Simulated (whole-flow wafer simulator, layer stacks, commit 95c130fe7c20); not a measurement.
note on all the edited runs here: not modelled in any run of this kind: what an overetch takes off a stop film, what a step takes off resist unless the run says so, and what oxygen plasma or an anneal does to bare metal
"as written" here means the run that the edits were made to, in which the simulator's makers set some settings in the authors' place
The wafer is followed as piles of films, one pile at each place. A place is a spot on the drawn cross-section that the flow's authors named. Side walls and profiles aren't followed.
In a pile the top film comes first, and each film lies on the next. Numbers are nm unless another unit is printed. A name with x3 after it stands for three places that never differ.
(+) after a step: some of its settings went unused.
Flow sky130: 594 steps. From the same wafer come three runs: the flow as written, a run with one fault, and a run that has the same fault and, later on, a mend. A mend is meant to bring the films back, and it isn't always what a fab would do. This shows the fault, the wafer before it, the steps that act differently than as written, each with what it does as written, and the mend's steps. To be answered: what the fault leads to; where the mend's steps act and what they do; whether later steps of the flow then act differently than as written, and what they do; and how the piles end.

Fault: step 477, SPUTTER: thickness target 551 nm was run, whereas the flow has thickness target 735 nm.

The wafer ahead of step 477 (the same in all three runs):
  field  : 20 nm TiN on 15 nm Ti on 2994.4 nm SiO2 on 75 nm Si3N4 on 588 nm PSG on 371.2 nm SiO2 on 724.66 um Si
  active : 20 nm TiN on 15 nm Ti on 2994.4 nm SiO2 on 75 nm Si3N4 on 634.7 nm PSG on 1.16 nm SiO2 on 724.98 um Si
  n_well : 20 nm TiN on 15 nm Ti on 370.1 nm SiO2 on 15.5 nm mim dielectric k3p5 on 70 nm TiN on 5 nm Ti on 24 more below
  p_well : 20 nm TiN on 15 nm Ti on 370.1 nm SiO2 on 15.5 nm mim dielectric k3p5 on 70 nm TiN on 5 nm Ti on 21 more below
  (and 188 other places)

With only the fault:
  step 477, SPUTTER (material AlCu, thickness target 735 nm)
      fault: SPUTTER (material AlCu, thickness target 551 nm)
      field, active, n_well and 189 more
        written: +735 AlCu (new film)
        fault: +551 AlCu (new film)
  Steps further on in the flow that do not act as written (not shown: 4 more steps that differ only slightly, by at most 2% or 0.5 nm, whichever is larger):
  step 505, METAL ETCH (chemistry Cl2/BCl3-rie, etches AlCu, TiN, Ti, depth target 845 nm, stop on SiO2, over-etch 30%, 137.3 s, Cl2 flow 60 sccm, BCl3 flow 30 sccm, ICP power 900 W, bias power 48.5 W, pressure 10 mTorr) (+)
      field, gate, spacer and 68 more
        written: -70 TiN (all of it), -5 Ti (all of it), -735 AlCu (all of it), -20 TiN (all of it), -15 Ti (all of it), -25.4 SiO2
        fault: -70 TiN (all of it), -5 Ti (all of it), -551 AlCu (all of it), -20 TiN (all of it), -15 Ti (all of it), -43.8 SiO2
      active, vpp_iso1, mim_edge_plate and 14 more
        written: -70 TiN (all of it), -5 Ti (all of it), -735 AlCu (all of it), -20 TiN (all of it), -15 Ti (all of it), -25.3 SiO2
        fault: -70 TiN (all of it), -5 Ti (all of it), -551 AlCu (all of it), -20 TiN (all of it), -15 Ti (all of it), -43.8 SiO2
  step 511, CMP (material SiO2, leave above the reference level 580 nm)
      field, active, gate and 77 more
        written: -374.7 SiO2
        fault: -540.2 SiO2
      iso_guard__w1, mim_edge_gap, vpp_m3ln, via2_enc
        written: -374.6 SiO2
        fault: -540.3 SiO2
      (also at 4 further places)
  The piles end different from the flow's at field, active, n_well and 190 more by more than 2% or 0.5 nm, whichever is larger.
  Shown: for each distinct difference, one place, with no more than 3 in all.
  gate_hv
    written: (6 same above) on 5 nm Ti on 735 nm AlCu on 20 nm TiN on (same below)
    fault: (6 same above) on 5 nm Ti on 551 nm AlCu on 20 nm TiN on (same below)
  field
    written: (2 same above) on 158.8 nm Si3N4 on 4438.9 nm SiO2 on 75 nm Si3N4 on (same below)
    fault: (2 same above) on 158.8 nm Si3N4 on 4254.9 nm SiO2 on 75 nm Si3N4 on (same below)
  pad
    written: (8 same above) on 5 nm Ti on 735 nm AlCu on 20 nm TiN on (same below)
    fault: (8 same above) on 5 nm Ti on 551 nm AlCu on 20 nm TiN on (same below)

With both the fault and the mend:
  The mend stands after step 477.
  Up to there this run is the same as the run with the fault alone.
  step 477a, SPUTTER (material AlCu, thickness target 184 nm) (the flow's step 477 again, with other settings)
      field, active, n_well and 189 more
        +184 AlCu
  None of the later steps of the flow acts differently than as written at any place that is followed.
  The piles end the same as the flow's at every place that both follow.
